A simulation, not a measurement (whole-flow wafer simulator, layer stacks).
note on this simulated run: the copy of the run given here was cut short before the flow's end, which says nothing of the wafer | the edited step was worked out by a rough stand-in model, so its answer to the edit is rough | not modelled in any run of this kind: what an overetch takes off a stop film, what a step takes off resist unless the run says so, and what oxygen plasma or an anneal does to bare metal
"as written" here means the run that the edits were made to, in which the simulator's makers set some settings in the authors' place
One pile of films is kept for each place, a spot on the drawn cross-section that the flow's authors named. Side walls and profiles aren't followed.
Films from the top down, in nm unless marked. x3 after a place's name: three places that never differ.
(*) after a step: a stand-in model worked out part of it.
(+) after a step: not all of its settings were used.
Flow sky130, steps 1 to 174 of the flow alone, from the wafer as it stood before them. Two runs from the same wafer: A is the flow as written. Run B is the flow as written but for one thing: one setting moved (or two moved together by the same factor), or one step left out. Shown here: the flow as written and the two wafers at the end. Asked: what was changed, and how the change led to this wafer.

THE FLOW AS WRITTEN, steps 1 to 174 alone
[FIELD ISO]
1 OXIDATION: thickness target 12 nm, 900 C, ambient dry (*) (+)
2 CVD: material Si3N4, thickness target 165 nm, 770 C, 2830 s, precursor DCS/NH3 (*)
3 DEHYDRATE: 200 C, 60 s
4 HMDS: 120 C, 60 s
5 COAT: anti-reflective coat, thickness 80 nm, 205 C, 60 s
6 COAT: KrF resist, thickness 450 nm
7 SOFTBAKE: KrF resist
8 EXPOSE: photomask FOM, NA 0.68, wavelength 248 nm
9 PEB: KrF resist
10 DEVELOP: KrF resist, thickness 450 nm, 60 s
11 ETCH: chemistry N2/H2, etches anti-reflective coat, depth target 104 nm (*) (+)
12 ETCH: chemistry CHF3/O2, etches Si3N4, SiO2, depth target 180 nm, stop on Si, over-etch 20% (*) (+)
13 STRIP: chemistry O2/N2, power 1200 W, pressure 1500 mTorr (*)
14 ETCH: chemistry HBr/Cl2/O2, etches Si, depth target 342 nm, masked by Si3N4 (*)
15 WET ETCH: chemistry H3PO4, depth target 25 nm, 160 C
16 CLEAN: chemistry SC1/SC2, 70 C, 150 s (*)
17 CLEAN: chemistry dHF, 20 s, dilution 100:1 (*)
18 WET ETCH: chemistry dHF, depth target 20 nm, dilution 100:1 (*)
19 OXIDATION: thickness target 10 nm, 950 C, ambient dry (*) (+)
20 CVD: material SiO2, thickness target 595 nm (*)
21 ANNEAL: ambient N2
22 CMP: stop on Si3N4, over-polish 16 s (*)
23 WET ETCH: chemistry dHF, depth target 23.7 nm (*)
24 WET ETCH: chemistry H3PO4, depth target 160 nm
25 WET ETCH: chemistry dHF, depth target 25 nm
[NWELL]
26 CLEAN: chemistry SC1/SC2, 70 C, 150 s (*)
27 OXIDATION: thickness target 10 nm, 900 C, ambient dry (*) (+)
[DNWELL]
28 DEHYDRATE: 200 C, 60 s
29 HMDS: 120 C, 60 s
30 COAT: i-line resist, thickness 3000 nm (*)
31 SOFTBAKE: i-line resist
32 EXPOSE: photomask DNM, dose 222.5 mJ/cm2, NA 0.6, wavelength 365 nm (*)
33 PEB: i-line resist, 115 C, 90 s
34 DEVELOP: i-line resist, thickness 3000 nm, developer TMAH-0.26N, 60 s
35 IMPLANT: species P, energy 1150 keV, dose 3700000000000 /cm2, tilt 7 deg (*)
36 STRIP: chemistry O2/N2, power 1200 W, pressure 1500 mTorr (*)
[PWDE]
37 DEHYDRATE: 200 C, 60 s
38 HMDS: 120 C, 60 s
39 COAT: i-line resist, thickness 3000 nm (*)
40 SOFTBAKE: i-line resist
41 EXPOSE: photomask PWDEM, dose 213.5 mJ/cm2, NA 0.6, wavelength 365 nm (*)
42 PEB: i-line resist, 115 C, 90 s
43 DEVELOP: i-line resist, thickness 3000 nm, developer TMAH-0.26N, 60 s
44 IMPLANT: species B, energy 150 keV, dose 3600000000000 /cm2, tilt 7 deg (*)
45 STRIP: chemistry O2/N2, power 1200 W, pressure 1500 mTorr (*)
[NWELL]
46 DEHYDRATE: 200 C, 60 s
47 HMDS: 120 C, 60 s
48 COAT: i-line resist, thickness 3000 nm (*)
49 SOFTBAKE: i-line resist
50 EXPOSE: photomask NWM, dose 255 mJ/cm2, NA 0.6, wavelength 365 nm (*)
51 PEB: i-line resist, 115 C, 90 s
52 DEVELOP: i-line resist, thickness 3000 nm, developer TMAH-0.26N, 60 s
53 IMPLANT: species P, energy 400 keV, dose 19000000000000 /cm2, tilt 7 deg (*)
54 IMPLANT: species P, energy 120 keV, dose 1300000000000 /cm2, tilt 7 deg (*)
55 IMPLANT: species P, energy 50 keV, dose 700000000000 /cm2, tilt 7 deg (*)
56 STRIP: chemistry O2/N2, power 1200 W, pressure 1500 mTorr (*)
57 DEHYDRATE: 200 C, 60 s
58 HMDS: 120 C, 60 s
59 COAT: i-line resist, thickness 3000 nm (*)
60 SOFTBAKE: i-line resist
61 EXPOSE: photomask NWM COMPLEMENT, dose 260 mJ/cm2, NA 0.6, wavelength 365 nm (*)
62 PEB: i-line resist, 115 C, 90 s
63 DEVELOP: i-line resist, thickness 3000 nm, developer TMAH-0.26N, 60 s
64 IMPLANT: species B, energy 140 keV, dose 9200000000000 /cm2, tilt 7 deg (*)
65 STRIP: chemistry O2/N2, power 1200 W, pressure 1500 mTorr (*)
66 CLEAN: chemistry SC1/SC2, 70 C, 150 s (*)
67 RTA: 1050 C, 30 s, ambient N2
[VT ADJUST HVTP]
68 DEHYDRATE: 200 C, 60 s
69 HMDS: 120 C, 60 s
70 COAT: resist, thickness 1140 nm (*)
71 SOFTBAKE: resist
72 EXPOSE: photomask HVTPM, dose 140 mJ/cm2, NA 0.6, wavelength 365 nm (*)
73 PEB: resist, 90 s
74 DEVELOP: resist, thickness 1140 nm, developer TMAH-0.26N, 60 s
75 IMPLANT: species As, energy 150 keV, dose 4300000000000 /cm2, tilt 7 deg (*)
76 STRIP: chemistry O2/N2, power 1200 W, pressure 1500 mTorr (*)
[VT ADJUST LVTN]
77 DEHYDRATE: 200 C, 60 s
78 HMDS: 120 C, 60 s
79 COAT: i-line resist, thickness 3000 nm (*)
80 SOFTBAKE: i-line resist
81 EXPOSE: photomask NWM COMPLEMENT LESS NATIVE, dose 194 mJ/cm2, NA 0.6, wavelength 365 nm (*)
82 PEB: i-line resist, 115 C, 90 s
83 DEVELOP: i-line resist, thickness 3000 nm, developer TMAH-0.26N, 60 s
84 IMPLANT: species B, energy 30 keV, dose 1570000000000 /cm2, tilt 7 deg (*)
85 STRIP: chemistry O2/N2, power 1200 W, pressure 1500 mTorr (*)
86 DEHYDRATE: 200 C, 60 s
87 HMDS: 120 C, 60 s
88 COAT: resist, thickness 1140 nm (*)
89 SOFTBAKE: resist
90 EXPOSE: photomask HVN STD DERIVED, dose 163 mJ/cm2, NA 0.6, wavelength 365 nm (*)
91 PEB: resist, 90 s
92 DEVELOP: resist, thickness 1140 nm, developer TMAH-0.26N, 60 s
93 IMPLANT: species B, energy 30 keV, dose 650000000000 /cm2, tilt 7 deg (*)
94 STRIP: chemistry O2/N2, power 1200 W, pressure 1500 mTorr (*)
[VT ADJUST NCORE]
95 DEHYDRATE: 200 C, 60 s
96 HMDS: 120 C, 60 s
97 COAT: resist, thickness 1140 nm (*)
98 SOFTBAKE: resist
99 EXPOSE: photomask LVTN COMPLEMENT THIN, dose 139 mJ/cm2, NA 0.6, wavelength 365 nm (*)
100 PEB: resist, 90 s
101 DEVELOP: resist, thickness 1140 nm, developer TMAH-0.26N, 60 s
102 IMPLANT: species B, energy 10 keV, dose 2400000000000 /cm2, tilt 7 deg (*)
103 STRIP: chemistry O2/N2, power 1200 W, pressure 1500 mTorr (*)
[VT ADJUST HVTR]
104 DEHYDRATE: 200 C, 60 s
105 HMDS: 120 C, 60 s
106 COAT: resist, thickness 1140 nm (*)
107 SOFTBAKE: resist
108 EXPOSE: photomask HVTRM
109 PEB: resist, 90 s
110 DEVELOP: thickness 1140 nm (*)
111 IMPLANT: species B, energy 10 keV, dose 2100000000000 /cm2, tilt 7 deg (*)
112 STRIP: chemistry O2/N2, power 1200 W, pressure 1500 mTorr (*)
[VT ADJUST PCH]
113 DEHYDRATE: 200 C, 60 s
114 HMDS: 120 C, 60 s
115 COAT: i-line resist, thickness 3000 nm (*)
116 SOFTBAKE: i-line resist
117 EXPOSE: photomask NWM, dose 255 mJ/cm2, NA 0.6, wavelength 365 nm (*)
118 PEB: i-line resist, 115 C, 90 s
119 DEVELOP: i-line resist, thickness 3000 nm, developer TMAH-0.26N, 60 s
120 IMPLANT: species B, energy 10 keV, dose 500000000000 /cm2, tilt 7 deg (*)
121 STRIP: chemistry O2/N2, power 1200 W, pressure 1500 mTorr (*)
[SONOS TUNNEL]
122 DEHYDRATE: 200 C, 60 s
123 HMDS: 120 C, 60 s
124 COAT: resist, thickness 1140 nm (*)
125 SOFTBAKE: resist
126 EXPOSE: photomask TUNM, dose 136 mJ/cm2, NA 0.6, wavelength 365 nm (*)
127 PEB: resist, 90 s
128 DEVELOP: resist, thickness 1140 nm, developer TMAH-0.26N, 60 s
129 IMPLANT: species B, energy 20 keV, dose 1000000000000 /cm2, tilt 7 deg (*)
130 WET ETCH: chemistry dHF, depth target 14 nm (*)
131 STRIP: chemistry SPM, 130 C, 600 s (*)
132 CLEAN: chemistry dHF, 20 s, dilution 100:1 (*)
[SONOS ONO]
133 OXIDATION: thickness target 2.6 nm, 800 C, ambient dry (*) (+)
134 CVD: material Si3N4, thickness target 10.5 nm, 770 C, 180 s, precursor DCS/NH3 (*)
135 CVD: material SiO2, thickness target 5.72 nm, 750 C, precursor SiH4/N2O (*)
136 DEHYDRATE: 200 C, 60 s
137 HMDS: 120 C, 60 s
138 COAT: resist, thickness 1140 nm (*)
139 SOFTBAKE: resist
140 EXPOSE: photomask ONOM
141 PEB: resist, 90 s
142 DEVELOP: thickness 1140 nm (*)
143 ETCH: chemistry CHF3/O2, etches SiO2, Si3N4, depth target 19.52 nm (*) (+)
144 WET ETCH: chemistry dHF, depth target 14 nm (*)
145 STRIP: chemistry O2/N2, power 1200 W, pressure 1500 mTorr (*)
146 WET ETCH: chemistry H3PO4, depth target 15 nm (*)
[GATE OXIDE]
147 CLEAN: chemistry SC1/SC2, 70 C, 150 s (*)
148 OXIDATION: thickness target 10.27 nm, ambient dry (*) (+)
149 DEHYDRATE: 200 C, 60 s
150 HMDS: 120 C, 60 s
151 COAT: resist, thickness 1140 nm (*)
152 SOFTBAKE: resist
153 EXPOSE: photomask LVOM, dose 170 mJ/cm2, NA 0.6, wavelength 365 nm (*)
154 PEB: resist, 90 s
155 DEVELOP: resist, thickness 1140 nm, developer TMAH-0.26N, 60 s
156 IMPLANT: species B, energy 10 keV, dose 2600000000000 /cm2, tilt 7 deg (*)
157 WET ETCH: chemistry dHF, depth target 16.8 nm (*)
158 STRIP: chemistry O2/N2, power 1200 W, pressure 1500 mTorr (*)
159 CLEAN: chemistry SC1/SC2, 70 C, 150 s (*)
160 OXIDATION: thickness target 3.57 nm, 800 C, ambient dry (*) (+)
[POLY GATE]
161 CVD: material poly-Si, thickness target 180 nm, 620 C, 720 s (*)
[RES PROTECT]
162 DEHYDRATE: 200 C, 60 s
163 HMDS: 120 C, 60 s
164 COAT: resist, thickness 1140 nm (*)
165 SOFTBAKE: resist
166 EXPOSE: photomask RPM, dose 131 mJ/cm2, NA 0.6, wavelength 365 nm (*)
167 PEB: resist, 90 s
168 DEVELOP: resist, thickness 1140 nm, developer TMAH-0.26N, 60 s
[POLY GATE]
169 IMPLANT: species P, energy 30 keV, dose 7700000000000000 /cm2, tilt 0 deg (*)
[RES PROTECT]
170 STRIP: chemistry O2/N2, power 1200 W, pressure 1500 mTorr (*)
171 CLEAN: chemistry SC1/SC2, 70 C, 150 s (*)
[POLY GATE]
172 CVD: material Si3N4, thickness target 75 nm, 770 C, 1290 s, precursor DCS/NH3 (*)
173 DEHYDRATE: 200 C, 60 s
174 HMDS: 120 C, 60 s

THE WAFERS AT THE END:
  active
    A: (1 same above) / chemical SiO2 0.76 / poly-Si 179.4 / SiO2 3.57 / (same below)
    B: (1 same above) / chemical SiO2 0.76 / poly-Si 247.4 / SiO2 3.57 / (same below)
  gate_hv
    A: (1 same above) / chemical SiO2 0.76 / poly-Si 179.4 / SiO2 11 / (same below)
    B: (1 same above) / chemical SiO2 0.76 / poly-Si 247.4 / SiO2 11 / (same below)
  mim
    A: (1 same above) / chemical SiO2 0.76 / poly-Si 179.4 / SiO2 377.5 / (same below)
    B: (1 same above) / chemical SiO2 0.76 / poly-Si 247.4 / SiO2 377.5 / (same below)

The cause: step 161, CVD: 637 C was run, where the flow has 620 C.

How the change led to this, step by step:
  161 CVD: material poly-Si, thickness target 180 nm, 620 C, 720 s (*)
      field, active, n_well and 186 more: A poly-Si +180 (new film) | B poly-Si +248 (new film)
      ndiff_dn: A poly-Si +215.7 (new film) | B poly-Si +287.8 (new film)
